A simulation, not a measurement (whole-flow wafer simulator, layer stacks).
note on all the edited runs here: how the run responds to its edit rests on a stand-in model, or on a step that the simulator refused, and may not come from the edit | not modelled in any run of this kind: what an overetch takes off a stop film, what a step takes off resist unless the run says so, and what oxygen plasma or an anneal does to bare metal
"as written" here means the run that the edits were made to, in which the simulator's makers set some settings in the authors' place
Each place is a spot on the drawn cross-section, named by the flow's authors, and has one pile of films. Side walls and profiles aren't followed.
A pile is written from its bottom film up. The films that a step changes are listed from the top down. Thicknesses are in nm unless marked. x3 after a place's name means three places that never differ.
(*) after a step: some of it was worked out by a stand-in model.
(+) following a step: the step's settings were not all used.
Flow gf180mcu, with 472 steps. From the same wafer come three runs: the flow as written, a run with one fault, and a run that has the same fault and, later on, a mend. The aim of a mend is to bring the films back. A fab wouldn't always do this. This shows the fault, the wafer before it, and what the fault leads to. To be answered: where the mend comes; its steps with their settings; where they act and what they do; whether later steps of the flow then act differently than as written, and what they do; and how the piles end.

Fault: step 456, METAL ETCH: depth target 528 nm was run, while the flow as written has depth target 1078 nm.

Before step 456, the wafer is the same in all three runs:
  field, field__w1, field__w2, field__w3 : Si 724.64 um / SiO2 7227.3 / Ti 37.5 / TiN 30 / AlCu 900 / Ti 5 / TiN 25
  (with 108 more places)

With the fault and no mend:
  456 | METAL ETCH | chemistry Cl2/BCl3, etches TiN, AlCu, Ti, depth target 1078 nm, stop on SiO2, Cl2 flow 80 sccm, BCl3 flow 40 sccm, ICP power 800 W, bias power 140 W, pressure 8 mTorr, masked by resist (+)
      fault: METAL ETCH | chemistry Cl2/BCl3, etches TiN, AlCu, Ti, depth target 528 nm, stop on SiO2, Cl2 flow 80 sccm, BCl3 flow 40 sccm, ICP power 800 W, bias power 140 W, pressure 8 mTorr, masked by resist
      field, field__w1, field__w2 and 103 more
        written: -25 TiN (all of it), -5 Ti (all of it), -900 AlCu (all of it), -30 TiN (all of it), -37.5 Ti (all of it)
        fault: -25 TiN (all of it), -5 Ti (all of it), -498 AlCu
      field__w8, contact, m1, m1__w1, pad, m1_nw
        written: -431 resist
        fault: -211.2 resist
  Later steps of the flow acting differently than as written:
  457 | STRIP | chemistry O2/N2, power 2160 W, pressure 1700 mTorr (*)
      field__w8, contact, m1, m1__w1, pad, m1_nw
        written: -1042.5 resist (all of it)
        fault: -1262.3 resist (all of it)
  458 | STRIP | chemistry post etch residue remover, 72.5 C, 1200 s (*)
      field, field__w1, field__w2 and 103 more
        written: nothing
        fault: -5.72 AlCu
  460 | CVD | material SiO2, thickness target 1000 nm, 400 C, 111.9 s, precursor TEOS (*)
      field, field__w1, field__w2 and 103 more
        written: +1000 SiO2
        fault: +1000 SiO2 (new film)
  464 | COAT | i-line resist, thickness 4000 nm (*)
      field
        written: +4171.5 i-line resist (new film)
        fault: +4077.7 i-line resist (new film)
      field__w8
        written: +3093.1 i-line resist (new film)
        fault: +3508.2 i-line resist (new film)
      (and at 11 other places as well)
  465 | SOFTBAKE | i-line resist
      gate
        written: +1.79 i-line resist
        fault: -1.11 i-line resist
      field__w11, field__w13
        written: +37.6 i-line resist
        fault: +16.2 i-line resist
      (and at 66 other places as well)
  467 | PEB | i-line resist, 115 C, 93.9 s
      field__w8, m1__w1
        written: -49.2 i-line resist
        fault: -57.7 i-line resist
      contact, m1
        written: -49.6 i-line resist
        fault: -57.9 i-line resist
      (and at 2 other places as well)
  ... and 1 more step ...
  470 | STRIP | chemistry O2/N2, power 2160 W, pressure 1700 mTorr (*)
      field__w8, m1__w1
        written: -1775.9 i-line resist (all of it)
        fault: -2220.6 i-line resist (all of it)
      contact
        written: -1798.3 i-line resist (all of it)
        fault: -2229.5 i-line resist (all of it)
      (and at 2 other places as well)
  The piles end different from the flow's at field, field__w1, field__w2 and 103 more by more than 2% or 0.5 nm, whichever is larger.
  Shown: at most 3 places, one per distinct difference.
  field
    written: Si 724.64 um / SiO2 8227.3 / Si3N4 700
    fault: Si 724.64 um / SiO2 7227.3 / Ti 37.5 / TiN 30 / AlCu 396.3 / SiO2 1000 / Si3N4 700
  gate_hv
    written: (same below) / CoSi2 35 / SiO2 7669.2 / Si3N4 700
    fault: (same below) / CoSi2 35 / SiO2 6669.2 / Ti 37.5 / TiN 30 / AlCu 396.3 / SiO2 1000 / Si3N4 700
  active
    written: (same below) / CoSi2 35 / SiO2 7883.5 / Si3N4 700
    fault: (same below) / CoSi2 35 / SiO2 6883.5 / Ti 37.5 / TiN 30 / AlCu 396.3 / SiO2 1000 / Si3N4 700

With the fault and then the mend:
  After step 458 comes the mend.
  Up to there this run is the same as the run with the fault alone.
  458a | DEHYDRATE | 200 C, 60 s (the flow's step 449, run once more)
      leaves every film unchanged at each place that is followed
  458b | HMDS | 120 C, 60 s (the flow's step 450, run once more)
      leaves every film unchanged at each place that is followed
  458c | COAT | resist, thickness 1500 nm (*) (the flow's step 451, run once more)
      iso_ptap_pw, iso_ntap_nw, iso_nw_fld and 33 more
        +1500 resist (new film)
      field_sub, field_sub__w2, field_sub__w3 and 9 more
        +1507 resist (new film)
      field_sub__w1, field_sub__w5, ld_fp_n, ld_drift_n, ld_drn_n, nw_enc_fld, nw_enc_fld__w1
        +1507.1 resist (new film)
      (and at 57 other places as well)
  458d | SOFTBAKE | resist (the flow's step 452, run once more)
      field__w5, field__w9
        -0.09 resist
      field__w8, contact
        -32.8 resist
      field__w11, field_sub__w5
        -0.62 resist
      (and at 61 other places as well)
  458e | EXPOSE | photomask MetalTop (the flow's step 453, run once more)
      leaves every film unchanged at each place that is followed
  458f | PEB | resist, 70.3 s (the flow's step 454, run once more)
      iso_ptap_pw, iso_ntap_nw, iso_nw_fld and 33 more
        -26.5 resist
      field__w2, field__w3, field__w5 and 25 more
        -26.7 resist
      field__w6, field_sub, field_sub__w1 and 23 more
        -26.6 resist
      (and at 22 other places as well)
  458g | DEVELOP | thickness 1500 nm, 60 s (the flow's step 455, run once more)
      iso_ptap_pw, iso_ntap_nw, iso_nw_fld and 33 more
        -1473.5 resist (all of it)
      field__w7, field__w11, field__w12 and 10 more
        -1480.7 resist (all of it)
      p_well, sti, spacer, sd_n, mim_1p0, dice_street
        -1476 resist (all of it)
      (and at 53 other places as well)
  458h | METAL ETCH | chemistry Cl2/BCl3, etches TiN, AlCu, Ti, depth target 549.5 nm, stop on SiO2, Cl2 flow 80 sccm, BCl3 flow 40 sccm, ICP power 800 W, bias power 140 W, pressure 8 mTorr, masked by resist (+) (the flow's step 456, run once more with other settings)
      field, field__w1, field__w2 and 103 more
        -396.3 AlCu (all of it), -30 TiN (all of it), -37.5 Ti (all of it)
      field__w8, contact, m1, m1__w1, pad, m1_nw
        -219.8 resist
  458i | STRIP | chemistry O2/N2, power 2160 W, pressure 1700 mTorr (*) (the flow's step 457, run once more)
      field__w8
        -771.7 resist (all of it)
      contact
        -770.5 resist (all of it)
      m1
        -770.6 resist (all of it)
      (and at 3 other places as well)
  458j | STRIP | chemistry post etch residue remover, 72.5 C, 1200 s (*) (the flow's step 458, run once more)
      field__w8, contact, m1, m1__w1, pad, m1_nw
        -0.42 TiN
  Later steps of the flow that are run all act as written at every place that is followed, up to a difference of at most 2% or 0.5 nm, whichever is larger.
  At the end the piles are close to the flow's at the places that both follow, differing by at most 2% or 0.5 nm, whichever is larger.
